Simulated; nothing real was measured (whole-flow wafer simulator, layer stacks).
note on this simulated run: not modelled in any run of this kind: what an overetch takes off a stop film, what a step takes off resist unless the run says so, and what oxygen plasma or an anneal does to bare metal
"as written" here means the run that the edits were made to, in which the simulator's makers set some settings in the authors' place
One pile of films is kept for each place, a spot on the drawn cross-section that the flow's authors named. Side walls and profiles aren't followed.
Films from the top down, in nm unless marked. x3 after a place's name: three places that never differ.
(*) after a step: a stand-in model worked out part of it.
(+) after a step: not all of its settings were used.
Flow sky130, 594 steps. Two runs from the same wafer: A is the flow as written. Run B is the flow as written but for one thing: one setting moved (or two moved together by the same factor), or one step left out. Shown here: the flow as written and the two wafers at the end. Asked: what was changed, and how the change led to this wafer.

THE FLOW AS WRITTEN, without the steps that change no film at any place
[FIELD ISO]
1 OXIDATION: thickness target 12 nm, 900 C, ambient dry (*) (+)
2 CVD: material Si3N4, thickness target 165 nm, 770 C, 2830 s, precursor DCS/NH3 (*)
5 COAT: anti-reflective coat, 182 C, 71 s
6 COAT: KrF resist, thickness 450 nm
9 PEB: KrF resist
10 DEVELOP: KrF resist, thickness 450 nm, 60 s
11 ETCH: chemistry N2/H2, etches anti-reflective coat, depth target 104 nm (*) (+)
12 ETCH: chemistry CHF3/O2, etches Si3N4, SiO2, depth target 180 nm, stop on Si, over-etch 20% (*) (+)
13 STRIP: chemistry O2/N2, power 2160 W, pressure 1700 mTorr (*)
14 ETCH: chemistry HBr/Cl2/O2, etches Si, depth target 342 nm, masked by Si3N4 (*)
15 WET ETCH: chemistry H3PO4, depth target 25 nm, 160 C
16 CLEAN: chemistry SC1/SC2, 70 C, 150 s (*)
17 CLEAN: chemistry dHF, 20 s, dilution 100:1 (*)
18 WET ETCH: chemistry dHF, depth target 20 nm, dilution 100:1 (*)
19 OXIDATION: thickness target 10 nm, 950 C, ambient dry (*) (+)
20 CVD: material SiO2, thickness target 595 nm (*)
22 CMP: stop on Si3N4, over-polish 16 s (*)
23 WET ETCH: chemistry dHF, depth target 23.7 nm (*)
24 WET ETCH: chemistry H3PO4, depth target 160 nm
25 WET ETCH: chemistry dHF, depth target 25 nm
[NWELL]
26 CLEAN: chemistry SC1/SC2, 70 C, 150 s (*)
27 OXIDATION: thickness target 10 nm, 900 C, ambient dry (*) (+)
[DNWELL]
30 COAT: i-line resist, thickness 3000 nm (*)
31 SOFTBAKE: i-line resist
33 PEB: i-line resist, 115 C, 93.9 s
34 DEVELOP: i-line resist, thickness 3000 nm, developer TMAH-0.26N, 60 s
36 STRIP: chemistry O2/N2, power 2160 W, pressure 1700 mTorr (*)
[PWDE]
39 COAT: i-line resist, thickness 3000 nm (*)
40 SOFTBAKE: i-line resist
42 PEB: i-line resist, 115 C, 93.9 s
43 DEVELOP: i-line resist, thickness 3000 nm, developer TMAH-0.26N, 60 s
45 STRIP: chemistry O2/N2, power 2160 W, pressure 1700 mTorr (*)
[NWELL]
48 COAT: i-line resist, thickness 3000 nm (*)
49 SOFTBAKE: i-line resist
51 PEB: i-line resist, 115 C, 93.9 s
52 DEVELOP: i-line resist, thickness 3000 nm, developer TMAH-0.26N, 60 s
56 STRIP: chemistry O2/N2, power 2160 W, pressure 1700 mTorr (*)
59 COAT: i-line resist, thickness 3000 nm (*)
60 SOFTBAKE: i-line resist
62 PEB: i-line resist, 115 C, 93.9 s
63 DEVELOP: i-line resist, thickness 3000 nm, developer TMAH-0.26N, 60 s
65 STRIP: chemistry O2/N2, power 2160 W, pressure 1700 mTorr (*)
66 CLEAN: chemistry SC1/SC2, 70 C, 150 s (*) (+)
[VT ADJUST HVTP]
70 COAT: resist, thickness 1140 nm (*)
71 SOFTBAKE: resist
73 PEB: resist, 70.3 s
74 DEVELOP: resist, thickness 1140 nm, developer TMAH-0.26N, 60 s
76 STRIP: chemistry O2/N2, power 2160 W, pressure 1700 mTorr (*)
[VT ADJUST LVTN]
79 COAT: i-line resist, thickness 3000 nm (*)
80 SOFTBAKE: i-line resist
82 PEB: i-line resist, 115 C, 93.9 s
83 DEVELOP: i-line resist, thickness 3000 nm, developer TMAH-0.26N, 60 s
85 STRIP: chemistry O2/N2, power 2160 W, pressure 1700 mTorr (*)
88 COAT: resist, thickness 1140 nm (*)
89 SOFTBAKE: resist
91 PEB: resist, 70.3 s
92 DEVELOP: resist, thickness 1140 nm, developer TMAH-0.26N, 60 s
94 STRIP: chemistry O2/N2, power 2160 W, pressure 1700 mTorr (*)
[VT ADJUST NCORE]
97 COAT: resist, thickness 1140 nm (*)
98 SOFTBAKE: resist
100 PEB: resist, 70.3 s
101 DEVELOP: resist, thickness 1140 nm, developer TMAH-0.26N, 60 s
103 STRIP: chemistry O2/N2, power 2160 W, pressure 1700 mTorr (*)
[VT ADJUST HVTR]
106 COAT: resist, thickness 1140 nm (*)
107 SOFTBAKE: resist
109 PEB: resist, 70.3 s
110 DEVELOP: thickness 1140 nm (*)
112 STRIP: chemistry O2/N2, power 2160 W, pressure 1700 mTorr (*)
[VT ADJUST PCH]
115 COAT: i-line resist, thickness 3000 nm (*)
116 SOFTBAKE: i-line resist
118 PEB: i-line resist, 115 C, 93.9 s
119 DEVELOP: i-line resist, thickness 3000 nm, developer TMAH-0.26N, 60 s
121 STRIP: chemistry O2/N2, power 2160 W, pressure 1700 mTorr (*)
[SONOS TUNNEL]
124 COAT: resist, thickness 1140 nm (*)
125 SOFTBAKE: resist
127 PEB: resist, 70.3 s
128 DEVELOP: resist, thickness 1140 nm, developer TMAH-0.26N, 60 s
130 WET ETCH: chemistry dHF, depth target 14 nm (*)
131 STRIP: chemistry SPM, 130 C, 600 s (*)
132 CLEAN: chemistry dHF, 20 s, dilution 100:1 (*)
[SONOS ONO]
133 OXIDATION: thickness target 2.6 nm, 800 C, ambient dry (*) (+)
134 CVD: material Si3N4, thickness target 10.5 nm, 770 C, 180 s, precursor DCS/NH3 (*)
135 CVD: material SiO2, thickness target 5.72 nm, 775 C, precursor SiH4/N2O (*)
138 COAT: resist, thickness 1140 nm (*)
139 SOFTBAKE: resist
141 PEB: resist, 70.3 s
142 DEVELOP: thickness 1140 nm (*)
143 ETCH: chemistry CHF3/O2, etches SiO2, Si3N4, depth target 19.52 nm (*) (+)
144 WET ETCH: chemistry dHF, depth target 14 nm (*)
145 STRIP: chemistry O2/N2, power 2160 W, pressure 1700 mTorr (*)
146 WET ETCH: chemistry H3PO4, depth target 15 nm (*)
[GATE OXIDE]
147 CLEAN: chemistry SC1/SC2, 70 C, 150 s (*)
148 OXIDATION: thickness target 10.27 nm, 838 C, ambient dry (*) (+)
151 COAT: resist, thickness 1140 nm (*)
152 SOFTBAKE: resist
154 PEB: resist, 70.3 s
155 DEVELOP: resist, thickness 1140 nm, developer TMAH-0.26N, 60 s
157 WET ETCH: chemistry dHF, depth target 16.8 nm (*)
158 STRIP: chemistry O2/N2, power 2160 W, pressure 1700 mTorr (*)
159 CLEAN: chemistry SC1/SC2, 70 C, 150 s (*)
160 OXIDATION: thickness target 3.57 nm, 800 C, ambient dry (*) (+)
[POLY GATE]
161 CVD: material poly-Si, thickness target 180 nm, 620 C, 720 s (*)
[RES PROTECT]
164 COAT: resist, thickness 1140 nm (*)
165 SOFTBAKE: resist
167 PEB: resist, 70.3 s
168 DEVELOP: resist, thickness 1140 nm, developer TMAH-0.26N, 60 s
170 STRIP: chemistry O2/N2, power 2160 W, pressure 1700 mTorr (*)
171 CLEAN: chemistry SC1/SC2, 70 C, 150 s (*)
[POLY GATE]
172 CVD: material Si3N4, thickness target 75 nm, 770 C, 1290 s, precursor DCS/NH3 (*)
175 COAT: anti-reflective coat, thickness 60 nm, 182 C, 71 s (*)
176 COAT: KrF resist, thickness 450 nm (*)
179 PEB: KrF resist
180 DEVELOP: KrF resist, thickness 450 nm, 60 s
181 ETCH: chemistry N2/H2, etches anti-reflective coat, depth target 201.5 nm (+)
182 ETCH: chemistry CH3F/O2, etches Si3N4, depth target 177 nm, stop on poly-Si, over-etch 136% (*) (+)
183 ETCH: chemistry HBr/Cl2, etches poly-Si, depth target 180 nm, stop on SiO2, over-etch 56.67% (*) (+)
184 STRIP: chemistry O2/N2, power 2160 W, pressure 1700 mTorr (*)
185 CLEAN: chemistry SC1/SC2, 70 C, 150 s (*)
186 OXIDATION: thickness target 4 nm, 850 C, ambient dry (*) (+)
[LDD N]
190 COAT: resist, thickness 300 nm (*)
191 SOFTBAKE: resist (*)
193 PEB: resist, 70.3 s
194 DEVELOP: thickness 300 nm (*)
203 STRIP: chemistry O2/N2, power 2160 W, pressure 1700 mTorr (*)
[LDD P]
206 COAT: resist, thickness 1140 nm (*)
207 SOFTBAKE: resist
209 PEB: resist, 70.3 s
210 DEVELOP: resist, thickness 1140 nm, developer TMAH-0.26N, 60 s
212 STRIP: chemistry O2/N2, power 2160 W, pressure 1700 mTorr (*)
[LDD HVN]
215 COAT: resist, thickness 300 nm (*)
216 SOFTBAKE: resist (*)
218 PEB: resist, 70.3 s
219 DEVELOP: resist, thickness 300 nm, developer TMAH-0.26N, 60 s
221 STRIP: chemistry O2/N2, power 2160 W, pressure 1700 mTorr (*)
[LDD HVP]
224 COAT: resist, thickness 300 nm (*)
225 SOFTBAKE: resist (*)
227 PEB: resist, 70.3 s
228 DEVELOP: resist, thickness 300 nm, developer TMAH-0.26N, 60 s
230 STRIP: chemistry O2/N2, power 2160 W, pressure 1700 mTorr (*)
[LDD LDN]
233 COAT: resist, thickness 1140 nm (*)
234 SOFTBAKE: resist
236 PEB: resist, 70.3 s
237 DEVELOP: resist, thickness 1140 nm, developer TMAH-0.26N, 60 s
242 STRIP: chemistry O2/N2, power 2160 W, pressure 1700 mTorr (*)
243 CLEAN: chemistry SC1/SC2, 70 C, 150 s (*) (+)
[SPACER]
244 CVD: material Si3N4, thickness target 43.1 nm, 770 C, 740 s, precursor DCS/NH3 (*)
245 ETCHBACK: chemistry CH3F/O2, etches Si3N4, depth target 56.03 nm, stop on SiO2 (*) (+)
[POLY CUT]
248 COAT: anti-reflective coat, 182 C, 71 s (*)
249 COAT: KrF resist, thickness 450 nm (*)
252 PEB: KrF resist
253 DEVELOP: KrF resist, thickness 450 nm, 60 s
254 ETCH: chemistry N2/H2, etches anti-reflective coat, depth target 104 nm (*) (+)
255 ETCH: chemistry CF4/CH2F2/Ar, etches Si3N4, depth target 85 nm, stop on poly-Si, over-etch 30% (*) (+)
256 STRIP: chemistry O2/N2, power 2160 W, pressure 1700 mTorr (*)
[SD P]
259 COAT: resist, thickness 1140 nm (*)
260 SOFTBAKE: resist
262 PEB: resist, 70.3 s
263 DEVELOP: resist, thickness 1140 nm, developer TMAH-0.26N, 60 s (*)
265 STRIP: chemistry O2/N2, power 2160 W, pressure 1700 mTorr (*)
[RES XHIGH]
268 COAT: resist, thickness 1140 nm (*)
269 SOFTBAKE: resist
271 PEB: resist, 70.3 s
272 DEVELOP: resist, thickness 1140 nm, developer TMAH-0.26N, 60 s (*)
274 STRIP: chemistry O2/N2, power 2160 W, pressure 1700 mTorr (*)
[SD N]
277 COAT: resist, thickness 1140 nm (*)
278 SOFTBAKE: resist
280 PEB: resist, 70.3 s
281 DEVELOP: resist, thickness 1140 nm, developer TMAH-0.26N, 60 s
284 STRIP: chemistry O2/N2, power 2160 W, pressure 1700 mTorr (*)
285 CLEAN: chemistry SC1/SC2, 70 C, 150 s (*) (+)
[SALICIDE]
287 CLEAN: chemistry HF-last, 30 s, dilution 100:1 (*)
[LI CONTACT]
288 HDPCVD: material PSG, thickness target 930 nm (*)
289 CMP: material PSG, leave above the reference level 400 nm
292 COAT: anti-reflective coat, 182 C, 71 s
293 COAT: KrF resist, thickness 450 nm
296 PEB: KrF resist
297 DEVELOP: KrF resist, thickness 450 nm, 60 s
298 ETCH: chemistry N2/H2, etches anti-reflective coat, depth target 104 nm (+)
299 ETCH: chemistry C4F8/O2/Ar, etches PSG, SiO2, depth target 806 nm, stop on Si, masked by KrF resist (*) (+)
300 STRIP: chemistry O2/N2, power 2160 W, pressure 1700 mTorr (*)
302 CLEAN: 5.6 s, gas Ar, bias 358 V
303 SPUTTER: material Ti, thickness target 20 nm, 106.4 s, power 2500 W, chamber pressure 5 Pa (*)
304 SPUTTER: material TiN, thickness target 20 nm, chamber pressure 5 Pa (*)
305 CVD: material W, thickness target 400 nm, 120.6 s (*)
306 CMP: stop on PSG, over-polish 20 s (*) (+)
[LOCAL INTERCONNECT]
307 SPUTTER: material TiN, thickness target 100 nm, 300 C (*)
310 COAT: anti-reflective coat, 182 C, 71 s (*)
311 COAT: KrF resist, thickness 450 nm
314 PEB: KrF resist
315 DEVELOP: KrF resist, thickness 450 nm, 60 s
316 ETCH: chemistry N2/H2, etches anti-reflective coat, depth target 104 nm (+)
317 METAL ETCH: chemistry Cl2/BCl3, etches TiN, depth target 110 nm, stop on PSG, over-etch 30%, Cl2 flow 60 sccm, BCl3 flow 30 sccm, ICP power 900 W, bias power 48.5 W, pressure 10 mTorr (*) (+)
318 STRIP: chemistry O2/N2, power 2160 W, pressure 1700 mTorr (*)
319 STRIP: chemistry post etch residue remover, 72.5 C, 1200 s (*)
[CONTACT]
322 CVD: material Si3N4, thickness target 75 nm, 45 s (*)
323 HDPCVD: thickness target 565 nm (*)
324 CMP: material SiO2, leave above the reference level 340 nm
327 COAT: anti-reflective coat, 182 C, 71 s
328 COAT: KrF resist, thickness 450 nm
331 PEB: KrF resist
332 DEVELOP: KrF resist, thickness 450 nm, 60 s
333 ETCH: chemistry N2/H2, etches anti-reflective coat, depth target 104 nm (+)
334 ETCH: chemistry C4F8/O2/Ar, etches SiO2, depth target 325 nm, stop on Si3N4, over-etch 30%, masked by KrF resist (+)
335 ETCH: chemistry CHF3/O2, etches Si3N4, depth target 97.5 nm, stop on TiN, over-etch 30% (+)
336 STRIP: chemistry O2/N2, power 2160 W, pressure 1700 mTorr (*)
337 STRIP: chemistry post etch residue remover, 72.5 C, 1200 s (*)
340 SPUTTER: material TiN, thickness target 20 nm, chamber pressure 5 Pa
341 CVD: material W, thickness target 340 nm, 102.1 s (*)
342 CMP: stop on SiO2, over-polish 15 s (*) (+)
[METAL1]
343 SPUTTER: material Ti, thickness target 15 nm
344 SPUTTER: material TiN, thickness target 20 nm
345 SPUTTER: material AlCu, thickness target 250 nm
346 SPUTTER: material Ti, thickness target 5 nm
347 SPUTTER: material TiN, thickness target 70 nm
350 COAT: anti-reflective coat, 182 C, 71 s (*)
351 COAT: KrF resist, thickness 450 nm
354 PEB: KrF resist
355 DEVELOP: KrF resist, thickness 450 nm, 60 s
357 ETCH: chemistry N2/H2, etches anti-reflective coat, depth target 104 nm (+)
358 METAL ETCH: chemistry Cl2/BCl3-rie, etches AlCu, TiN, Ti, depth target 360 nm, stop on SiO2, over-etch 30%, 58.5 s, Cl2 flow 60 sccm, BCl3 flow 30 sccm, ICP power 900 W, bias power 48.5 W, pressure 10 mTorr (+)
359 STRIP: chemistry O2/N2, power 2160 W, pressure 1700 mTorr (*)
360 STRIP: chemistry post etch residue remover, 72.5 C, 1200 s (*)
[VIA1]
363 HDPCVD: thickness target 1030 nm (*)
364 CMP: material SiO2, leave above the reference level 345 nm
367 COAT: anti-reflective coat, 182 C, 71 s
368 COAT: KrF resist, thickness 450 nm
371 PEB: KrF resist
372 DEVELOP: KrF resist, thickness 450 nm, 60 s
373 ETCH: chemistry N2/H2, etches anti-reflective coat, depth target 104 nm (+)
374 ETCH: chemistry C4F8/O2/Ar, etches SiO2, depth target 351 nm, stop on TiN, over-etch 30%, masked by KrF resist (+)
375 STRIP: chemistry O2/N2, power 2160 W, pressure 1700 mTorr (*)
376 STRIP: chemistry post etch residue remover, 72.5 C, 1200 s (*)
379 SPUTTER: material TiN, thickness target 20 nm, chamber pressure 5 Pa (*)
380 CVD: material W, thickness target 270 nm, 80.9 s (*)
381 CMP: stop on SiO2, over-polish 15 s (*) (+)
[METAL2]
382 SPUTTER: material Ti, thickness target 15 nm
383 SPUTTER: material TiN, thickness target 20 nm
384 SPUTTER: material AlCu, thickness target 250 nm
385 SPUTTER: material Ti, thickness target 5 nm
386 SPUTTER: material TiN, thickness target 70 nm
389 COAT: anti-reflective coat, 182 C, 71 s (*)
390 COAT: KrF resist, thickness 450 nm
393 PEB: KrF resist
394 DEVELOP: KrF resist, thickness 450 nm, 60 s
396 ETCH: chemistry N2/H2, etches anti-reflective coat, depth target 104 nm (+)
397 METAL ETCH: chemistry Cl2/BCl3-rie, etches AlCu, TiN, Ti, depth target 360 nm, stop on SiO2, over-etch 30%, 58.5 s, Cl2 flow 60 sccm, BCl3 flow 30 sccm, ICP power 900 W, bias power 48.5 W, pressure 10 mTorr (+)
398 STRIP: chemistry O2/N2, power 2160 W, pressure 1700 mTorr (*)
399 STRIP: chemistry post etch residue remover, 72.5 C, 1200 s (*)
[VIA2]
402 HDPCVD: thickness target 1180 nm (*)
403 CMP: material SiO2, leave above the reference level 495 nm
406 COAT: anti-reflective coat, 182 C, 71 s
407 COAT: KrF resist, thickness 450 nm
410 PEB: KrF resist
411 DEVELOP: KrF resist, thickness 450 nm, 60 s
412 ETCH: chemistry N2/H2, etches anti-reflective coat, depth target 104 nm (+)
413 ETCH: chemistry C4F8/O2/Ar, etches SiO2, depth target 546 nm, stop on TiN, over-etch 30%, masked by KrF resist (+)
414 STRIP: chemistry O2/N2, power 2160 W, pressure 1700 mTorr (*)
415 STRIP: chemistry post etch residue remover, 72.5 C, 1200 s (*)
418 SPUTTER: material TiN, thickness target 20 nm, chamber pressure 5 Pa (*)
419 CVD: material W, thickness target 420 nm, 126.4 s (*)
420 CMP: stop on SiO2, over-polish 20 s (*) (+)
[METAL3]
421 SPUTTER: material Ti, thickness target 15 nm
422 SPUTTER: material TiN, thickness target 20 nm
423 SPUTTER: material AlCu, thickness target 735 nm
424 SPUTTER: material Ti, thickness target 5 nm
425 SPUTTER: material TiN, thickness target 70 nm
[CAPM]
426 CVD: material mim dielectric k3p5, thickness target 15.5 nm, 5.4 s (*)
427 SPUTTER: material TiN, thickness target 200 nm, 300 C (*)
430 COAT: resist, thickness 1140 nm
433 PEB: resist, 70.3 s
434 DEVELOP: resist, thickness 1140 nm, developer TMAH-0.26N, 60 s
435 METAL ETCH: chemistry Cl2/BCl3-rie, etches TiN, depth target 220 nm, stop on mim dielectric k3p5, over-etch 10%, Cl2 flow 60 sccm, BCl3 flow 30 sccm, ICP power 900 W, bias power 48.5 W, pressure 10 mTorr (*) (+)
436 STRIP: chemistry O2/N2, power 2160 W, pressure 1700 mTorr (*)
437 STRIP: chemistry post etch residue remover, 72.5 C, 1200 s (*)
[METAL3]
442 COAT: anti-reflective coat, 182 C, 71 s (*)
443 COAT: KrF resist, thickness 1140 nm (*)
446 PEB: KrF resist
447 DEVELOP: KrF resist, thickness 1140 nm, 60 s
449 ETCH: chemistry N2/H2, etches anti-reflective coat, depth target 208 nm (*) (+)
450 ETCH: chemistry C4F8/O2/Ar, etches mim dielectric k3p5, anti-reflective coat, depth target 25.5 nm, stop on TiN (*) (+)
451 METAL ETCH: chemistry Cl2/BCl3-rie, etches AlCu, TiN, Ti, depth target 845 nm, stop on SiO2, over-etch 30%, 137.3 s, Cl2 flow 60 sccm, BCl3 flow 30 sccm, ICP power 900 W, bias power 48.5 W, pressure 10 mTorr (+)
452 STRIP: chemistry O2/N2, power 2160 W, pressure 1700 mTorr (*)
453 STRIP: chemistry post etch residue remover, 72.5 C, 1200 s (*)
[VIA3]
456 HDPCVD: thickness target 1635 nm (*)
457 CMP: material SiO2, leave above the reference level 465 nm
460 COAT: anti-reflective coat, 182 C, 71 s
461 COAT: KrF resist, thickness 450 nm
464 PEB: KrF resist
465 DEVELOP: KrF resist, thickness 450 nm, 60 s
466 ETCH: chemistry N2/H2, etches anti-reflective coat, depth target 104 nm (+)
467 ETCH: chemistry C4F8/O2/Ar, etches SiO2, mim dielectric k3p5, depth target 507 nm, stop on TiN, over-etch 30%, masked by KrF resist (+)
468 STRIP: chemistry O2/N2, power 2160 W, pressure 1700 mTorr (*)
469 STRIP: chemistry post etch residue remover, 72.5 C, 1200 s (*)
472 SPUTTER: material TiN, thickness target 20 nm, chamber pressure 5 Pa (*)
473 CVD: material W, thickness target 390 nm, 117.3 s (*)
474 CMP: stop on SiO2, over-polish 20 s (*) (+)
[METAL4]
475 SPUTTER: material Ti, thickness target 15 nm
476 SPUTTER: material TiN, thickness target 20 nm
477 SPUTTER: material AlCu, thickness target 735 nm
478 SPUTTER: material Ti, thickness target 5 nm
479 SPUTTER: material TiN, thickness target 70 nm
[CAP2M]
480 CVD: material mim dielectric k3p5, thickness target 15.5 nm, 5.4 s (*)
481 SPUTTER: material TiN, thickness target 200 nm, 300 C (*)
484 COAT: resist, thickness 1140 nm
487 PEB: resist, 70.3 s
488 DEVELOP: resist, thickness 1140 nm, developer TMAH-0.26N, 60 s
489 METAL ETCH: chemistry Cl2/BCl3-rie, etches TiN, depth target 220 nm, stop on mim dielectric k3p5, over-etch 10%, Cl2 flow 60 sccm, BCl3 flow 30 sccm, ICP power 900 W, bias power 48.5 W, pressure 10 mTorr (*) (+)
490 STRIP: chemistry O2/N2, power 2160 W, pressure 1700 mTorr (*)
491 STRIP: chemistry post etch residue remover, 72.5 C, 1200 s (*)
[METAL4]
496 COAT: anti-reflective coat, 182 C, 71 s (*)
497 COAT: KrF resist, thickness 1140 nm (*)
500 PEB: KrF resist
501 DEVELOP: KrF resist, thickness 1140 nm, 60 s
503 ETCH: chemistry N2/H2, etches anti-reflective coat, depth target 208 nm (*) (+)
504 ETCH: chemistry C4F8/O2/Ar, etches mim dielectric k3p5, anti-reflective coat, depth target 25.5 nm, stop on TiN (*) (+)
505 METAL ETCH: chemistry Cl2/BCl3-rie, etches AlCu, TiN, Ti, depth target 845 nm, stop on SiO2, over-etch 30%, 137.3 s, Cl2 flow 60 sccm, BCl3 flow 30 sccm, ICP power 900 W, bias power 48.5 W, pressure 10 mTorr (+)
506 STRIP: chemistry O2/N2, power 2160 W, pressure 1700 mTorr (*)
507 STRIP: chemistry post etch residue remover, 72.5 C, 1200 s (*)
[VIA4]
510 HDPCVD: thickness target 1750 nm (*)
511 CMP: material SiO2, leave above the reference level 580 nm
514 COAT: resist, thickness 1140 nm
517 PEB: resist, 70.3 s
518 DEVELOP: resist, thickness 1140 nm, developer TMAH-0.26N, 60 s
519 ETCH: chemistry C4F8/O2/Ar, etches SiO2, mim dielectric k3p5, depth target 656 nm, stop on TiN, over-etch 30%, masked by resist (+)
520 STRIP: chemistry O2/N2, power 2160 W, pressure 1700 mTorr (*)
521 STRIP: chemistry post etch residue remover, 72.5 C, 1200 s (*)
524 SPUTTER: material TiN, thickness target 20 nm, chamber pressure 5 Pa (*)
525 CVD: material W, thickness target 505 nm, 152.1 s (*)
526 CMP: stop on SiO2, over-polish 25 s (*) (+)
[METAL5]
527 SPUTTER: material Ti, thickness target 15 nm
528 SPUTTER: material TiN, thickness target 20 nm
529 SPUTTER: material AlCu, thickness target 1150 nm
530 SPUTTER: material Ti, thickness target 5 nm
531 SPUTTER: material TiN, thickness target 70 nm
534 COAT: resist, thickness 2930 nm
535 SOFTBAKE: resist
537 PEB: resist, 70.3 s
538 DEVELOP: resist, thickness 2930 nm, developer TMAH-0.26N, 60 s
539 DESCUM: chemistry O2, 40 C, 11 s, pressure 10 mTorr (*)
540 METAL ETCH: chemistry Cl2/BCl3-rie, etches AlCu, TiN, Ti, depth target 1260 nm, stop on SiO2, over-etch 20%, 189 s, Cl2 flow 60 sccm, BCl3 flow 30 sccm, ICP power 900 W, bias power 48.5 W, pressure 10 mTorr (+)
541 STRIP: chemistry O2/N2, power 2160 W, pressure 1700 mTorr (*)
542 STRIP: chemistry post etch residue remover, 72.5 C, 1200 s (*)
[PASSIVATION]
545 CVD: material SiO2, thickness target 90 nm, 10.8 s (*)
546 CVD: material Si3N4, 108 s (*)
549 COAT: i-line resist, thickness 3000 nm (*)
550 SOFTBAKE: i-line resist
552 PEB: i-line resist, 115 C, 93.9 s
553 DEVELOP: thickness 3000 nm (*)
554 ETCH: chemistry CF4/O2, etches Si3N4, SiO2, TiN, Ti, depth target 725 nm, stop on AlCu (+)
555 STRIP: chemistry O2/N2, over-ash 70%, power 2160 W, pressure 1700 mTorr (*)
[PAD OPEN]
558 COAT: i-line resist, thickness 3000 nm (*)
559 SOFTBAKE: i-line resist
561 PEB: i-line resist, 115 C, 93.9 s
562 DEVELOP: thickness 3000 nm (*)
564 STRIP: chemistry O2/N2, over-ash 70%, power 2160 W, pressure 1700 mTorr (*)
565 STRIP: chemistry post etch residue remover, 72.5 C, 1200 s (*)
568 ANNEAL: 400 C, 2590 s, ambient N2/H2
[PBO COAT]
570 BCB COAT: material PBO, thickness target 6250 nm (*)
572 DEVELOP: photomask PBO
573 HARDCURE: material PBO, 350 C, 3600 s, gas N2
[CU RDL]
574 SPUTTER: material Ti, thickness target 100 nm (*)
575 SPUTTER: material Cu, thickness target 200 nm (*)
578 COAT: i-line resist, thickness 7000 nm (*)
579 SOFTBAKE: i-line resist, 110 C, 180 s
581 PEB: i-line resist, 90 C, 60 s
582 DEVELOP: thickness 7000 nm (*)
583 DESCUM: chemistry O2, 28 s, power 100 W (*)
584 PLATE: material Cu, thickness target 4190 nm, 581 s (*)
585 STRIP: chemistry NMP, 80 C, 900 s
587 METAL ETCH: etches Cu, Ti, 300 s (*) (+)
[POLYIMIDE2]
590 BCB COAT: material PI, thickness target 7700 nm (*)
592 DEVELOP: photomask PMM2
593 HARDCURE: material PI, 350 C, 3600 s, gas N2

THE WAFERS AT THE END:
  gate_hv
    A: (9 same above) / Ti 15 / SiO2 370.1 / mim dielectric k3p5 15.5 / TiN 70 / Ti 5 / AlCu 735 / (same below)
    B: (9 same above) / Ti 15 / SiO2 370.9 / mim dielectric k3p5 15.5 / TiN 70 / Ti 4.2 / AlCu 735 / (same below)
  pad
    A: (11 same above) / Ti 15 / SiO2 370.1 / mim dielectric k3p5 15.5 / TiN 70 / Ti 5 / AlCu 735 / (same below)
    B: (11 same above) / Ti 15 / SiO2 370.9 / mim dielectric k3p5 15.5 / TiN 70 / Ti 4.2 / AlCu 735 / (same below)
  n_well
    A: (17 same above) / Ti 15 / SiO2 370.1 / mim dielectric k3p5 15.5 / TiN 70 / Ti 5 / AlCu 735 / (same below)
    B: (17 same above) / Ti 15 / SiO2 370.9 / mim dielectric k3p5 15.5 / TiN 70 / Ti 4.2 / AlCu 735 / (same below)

The cause: step 424, SPUTTER: thickness target 4.2 nm was run, where the flow has thickness target 5 nm.
It can be read off the wafer: gate_hv has Ti 4.2, and step 424 as written asks for 5 nm.

How the change led to this, step by step:
  424 SPUTTER: material Ti, thickness target 5 nm
      field, active, n_well and 188 more: A Ti +5 (new film) | B Ti +4.2 (new film)
  451 METAL ETCH: chemistry Cl2/BCl3-rie, etches AlCu, TiN, Ti, depth target 845 nm, stop on SiO2, over-etch 30%, 137.3 s, Cl2 flow 60 sccm, BCl3 flow 30 sccm, ICP power 900 W, bias power 48.5 W, pressure 10 mTorr (+)
      field, gate, spacer and 68 more: A TiN -70 (all of it), Ti -5 (all of it), AlCu -735 (all of it), TiN -20 (all of it), Ti -15 (all of it), SiO2 -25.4 | B TiN -70 (all of it), Ti -4.2 (all of it), AlCu -735 (all of it), TiN -20 (all of it), Ti -15 (all of it), SiO2 -25.4
      active, vpp_ln, vpp_iso2 and 11 more: A TiN -70 (all of it), Ti -5 (all of it), AlCu -735 (all of it), TiN -20 (all of it), Ti -15 (all of it), SiO2 -25.3 | B TiN -70 (all of it), Ti -4.2 (all of it), AlCu -735 (all of it), TiN -20 (all of it), Ti -15 (all of it), SiO2 -25.4
